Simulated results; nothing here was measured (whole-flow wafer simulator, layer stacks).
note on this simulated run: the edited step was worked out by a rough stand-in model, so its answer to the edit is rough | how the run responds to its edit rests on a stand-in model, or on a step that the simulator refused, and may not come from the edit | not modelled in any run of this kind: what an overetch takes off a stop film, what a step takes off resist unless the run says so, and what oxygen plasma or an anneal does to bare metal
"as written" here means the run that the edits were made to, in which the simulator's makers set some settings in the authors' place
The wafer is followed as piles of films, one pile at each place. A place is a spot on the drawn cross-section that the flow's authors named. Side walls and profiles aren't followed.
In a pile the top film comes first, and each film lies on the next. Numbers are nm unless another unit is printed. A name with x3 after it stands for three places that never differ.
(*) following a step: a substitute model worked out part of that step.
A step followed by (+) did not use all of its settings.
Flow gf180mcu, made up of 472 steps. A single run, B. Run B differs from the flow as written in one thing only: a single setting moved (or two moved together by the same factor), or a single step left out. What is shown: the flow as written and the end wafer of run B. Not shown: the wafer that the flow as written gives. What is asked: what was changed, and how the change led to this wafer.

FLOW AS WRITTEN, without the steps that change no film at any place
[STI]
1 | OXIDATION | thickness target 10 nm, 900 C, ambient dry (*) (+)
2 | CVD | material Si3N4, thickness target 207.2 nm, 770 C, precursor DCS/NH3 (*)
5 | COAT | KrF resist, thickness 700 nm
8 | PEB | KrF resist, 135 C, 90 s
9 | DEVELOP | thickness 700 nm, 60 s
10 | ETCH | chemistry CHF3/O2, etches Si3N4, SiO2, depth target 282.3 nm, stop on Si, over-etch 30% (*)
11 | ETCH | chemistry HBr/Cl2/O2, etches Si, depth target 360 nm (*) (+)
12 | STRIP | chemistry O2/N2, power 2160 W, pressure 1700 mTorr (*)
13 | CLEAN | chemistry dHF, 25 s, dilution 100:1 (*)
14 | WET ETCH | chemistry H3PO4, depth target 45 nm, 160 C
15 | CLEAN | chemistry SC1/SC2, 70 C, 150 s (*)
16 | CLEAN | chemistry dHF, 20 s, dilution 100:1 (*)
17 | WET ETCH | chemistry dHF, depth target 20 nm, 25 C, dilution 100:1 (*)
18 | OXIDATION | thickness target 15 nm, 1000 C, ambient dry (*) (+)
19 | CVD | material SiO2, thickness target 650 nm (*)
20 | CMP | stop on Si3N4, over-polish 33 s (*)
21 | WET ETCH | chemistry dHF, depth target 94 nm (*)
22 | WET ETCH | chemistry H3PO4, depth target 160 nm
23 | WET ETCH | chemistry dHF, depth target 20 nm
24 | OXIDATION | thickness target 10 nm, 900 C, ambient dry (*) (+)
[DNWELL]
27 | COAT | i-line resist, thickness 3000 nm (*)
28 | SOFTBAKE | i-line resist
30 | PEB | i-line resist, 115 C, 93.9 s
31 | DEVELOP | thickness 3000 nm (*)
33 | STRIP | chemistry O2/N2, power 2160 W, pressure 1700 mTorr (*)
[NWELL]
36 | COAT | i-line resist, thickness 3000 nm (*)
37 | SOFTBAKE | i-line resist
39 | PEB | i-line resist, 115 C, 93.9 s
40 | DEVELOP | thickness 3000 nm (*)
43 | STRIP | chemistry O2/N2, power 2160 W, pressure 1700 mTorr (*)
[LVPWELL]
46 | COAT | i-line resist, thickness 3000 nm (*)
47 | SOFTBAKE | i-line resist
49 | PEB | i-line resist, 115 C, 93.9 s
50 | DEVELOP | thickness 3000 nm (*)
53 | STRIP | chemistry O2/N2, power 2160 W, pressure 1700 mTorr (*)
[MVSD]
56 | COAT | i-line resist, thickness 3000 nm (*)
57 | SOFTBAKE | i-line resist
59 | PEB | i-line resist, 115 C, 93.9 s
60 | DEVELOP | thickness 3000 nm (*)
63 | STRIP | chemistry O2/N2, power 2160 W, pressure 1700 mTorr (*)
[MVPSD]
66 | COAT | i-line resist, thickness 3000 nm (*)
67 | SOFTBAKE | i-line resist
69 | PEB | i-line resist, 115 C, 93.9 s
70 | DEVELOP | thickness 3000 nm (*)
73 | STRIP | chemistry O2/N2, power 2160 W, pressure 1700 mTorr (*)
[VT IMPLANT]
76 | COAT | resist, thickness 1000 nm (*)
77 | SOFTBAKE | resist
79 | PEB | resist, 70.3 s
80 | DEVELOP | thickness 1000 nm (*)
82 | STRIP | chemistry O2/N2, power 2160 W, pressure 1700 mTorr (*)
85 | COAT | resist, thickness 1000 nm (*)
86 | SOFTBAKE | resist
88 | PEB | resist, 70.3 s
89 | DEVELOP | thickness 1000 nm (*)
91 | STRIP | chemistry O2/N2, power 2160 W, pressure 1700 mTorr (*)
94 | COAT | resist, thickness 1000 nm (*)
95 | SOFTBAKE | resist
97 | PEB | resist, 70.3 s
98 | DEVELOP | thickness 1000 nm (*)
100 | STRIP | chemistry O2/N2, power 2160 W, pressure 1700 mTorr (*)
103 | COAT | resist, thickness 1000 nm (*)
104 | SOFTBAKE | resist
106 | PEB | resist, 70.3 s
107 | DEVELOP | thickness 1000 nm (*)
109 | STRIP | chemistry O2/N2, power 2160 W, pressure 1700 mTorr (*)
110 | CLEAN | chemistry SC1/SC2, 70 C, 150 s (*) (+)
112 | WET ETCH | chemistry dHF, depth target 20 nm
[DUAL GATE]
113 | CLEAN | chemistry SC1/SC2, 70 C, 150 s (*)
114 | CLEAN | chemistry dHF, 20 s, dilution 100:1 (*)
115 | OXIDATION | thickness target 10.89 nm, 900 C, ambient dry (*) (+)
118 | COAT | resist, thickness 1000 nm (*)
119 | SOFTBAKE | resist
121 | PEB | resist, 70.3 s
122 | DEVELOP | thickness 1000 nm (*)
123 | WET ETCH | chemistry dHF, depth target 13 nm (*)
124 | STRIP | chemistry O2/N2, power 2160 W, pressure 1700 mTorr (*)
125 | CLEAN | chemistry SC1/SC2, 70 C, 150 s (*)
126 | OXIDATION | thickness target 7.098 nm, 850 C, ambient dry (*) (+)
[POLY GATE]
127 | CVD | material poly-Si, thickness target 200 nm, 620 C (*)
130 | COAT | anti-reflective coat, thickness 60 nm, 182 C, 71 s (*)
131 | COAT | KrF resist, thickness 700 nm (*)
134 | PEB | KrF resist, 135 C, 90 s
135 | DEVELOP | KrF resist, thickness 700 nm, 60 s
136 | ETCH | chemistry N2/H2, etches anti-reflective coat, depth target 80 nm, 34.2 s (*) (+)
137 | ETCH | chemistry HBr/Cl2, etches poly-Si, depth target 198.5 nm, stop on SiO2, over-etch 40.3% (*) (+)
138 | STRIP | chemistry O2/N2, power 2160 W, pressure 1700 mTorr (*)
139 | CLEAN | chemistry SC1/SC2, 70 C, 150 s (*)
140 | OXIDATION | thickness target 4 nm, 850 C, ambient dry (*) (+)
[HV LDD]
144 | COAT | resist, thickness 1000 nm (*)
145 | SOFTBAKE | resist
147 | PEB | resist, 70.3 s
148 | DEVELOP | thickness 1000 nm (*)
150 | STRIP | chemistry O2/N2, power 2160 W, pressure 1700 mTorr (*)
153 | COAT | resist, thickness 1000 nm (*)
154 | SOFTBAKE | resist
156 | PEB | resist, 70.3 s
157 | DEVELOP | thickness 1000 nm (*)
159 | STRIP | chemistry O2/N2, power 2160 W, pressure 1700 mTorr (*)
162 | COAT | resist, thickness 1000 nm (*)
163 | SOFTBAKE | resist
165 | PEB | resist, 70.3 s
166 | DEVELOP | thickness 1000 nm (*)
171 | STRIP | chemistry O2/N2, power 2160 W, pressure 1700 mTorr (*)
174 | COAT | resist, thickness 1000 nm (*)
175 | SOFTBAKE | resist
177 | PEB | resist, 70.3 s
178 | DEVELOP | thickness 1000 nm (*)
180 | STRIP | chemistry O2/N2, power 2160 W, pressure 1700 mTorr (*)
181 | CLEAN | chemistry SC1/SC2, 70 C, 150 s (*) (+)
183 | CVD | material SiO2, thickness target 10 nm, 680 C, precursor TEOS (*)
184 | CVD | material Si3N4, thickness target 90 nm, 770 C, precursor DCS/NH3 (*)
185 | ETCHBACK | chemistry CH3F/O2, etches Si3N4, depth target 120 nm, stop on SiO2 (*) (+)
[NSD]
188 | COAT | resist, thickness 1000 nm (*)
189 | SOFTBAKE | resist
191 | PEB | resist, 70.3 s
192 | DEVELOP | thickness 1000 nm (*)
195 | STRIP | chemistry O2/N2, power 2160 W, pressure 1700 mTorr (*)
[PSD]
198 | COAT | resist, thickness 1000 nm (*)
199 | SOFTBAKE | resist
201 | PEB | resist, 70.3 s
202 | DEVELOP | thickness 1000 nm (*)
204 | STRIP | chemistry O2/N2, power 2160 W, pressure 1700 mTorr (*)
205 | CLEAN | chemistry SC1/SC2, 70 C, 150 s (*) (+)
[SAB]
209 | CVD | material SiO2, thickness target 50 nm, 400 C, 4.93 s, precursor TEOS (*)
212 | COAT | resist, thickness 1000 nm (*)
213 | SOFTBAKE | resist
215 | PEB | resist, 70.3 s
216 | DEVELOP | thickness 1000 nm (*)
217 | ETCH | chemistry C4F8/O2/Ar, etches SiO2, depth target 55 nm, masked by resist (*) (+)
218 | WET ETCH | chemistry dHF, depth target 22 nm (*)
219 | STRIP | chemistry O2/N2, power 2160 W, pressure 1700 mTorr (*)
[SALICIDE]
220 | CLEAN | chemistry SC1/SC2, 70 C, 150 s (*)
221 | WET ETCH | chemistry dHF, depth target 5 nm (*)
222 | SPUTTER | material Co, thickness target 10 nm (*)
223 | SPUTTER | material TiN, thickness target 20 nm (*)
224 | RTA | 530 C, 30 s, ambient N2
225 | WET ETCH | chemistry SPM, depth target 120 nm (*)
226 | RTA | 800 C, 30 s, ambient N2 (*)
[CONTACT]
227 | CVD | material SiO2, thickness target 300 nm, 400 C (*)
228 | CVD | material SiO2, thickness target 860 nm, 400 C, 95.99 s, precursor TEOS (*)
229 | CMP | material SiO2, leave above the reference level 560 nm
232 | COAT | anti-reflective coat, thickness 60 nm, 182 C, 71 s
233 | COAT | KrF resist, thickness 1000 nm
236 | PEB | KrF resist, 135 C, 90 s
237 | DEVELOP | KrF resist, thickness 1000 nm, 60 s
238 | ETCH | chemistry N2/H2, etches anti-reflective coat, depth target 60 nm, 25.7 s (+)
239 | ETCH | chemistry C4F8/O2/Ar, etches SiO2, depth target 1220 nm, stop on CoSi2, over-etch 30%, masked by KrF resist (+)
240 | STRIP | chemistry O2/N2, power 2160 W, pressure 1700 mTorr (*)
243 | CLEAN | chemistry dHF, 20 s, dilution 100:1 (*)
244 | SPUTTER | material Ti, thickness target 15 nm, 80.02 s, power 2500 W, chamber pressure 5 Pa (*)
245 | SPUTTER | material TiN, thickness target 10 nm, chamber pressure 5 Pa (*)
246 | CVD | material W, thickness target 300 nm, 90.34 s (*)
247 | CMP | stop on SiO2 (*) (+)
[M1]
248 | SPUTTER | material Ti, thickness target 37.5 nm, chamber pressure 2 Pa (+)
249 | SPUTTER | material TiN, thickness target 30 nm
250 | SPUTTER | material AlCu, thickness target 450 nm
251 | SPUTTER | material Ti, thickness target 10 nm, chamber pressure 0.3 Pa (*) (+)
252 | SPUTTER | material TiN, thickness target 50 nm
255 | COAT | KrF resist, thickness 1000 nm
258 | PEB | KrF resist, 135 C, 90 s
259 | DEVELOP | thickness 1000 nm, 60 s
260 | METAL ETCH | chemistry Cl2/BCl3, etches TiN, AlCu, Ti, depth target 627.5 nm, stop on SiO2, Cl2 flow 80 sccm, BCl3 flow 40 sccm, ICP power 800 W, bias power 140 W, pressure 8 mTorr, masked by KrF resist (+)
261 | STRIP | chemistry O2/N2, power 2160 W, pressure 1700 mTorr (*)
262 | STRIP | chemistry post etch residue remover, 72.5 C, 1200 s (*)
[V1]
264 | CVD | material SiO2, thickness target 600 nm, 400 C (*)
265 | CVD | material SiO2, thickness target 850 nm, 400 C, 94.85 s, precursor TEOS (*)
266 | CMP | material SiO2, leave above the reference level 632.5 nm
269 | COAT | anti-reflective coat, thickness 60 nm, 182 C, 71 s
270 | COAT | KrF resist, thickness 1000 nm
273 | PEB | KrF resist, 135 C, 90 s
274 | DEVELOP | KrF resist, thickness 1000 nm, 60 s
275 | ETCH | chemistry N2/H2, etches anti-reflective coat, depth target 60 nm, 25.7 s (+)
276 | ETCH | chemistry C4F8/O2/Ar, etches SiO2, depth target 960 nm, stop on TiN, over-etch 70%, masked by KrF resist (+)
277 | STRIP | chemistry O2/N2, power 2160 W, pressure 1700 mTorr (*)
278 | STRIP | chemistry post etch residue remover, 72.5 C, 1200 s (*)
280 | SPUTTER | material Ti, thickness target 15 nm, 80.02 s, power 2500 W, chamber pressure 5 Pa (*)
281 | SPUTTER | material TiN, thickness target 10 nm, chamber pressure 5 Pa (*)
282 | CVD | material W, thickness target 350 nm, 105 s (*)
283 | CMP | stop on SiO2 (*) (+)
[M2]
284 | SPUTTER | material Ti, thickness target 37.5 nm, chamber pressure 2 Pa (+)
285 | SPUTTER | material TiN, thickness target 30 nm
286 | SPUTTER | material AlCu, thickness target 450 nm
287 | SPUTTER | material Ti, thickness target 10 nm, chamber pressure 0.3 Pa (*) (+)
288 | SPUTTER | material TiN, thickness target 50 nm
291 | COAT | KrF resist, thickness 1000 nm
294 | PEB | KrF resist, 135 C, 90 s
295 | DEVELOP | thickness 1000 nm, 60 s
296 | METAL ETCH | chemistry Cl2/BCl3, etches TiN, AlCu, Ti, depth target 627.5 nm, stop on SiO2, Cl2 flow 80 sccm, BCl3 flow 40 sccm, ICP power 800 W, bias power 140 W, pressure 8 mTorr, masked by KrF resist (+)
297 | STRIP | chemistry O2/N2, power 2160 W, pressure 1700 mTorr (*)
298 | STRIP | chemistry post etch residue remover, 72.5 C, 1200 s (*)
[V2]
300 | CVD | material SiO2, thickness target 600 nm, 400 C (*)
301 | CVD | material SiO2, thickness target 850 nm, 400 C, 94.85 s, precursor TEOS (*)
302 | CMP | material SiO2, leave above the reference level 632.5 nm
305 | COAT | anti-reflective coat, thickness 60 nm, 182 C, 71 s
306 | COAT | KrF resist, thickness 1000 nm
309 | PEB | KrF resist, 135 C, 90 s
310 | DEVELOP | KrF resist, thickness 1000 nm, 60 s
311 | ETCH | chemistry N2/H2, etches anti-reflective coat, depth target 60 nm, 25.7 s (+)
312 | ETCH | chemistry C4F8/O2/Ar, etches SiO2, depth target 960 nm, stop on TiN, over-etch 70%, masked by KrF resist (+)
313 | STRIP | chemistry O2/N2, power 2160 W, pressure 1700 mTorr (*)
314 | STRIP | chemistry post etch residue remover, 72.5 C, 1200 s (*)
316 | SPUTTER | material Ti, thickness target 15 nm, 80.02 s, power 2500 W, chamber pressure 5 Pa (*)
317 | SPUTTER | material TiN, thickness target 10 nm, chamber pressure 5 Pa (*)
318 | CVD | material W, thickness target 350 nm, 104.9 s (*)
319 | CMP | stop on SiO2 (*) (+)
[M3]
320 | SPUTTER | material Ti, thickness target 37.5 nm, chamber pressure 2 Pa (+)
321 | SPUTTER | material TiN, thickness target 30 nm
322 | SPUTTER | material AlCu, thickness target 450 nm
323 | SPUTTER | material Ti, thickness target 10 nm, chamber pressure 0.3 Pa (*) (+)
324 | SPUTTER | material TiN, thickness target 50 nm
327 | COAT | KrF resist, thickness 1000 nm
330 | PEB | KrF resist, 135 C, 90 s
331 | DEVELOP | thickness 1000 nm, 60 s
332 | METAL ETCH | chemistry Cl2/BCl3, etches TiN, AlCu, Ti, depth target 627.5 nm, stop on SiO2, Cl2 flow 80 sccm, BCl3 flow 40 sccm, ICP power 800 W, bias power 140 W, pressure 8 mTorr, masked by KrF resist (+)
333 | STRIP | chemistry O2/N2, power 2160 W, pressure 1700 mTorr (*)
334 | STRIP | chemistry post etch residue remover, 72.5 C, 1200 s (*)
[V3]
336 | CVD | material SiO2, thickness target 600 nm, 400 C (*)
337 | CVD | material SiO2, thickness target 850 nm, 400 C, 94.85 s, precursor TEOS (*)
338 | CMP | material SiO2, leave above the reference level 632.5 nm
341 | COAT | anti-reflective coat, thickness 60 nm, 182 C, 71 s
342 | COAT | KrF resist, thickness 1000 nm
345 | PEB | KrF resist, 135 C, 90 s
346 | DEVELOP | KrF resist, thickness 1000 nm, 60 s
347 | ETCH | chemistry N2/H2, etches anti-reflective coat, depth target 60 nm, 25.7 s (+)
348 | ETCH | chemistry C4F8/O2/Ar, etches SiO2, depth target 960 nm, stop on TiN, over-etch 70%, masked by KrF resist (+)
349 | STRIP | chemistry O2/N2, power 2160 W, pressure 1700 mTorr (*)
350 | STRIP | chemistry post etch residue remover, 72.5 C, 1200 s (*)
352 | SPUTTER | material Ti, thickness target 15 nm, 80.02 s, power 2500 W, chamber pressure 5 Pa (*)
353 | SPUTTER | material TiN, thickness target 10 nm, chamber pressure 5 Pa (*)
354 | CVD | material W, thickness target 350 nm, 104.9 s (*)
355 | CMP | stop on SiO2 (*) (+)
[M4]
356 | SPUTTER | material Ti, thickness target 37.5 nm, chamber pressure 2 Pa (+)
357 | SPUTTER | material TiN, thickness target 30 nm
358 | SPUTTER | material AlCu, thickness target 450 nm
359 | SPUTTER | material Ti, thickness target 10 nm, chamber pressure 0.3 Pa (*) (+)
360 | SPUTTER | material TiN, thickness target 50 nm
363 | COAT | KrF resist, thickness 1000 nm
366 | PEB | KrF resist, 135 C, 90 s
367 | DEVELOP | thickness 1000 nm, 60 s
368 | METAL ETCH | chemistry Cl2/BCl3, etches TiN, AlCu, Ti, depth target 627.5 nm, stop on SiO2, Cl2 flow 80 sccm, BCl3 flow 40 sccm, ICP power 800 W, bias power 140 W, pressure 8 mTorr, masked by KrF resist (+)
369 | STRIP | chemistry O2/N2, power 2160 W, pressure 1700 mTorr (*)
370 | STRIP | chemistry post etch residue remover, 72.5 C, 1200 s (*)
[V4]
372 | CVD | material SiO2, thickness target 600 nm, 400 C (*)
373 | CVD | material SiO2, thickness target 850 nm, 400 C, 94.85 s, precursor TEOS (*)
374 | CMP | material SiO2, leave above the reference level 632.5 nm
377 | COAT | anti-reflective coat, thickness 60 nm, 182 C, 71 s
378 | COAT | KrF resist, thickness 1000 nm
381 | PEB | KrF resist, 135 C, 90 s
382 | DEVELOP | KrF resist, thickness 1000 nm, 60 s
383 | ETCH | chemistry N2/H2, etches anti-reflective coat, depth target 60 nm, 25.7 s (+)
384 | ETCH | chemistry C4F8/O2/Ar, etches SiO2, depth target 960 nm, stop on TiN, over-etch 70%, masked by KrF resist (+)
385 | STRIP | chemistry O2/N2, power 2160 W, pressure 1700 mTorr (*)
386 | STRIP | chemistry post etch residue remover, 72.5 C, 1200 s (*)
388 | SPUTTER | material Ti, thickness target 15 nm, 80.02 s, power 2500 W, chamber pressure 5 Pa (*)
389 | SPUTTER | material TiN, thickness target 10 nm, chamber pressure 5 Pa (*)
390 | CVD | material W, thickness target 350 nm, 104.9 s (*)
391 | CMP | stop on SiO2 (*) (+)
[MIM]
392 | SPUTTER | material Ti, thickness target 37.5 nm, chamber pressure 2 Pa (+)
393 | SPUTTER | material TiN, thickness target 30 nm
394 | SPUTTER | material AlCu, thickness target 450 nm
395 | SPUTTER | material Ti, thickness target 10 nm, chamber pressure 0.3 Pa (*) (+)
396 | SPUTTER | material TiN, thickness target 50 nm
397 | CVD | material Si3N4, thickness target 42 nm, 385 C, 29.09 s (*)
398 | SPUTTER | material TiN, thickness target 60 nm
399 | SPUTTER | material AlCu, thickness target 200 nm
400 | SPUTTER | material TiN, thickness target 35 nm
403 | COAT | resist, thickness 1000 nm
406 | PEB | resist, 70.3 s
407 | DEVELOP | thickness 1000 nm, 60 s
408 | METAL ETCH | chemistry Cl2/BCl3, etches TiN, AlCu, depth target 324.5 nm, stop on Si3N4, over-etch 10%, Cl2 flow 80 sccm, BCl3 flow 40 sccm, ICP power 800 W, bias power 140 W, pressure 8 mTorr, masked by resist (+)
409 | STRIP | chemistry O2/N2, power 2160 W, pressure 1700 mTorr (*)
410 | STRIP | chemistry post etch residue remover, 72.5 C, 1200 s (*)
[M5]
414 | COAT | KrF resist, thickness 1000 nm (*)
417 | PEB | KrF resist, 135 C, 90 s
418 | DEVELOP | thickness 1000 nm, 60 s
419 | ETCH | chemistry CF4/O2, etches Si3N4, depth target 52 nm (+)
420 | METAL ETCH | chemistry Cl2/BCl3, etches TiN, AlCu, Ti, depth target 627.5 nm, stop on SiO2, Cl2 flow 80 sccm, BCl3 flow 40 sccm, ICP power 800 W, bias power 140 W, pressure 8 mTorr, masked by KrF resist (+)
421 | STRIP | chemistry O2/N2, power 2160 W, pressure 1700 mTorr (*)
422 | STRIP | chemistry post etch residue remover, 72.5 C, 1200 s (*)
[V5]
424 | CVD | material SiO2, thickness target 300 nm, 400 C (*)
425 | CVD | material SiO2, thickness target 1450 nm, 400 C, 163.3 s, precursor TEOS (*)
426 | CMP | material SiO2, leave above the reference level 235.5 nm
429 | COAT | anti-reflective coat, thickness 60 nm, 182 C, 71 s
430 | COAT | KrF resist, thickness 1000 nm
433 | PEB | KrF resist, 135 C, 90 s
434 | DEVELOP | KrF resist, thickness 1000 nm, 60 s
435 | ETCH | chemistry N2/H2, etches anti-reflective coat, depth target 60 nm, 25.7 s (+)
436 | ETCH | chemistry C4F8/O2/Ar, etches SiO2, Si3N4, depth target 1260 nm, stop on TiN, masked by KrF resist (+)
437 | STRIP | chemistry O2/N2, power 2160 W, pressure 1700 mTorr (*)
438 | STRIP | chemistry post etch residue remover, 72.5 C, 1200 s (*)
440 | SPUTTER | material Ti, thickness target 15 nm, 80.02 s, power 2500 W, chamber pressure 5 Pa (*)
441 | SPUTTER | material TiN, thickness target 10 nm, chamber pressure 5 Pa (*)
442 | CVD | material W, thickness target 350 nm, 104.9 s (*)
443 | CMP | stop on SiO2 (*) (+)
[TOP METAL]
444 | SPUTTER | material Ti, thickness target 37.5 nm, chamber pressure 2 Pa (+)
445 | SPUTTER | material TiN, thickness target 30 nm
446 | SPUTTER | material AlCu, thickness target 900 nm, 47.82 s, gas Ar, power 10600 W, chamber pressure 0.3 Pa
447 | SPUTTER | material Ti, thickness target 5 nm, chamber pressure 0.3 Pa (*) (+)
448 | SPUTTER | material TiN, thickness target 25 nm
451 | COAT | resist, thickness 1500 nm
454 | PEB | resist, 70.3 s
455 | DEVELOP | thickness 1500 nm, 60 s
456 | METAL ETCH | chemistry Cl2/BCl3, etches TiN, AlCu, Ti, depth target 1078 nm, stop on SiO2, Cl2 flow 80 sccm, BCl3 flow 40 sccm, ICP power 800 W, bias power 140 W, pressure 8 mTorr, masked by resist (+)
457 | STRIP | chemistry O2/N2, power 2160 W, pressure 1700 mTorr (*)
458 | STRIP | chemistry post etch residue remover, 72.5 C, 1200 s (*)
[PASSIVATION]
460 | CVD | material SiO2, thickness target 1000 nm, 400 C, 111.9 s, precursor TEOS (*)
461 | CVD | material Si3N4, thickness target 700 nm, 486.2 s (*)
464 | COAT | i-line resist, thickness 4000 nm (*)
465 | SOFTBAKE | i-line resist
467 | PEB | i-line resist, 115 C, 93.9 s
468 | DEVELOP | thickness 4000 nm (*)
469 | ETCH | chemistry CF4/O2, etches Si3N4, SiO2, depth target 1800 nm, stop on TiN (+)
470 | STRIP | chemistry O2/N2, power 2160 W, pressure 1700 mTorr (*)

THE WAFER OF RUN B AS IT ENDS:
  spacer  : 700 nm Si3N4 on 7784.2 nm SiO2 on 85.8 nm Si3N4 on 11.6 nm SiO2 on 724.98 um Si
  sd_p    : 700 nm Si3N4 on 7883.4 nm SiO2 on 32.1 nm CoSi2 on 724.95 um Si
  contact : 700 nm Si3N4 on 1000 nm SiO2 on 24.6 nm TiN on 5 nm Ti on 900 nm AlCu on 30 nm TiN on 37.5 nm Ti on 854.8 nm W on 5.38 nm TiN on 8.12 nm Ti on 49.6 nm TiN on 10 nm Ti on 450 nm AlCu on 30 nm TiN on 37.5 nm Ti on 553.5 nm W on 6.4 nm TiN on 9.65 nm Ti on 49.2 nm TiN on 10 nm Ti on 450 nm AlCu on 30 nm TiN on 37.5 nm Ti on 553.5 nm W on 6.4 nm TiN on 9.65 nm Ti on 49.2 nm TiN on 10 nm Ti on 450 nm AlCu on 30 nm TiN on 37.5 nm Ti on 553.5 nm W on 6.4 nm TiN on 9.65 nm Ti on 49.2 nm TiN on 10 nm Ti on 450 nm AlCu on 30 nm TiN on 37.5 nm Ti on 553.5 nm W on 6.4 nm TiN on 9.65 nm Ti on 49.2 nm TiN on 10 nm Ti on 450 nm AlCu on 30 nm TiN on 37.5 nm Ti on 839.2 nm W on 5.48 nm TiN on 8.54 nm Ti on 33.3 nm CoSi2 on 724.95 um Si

What caused this: step 183, CVD: thickness target 4.4 nm was run, while the flow as written has thickness target 10 nm.

Step by step, how the change led to this:
  183 | CVD | material SiO2, thickness target 10 nm, 680 C, precursor TEOS (*)
      field, field__w1, field__w2 and 99 more: +4.4 SiO2 (it would be, as written: +10 SiO2)
      ld_drift_p: +4.34 SiO2 (it would be, as written: +9.87 SiO2)
      (also at 1 further place)
  189 | SOFTBAKE | resist
      active_hv: -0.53 resist (it would be, as written: +2.68 resist)
      field_sub__w1: +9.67 resist (it would be, as written: +7.47 resist)
  199 | SOFTBAKE | resist
      active_hv: -0.53 resist (it would be, as written: +2.68 resist)
      field_sub__w1: +9.67 resist (it would be, as written: +7.47 resist)
  217 | ETCH | chemistry C4F8/O2/Ar, etches SiO2, depth target 55 nm, masked by resist (*) (+)
      gate, gate_hv, gate_p and 23 more: -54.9 SiO2 (all of it) (it would be, as written: -55 SiO2)
  218 | WET ETCH | chemistry dHF, depth target 22 nm (*)
      gate, gate_hv, gate_p and 23 more: nothing (it would be, as written: -5.48 SiO2 (all of it))
      active, p_well, sd_n, iso_ptap_pw, iso_ntap_nw, iso_ptap_sub, vpnp_e: -3.41 SiO2 (all of it) (it would be, as written: -9.01 SiO2 (all of it))
      (also at 16 further places)
  229 | CMP | material SiO2, leave above the reference level 560 nm
      field_sub, field_sub__w2: -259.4 SiO2 (it would be, as written: -265.5 SiO2)
      field__w1: -277.8 SiO2 (it would be, as written: -283.7 SiO2)
      (also at 13 further places)
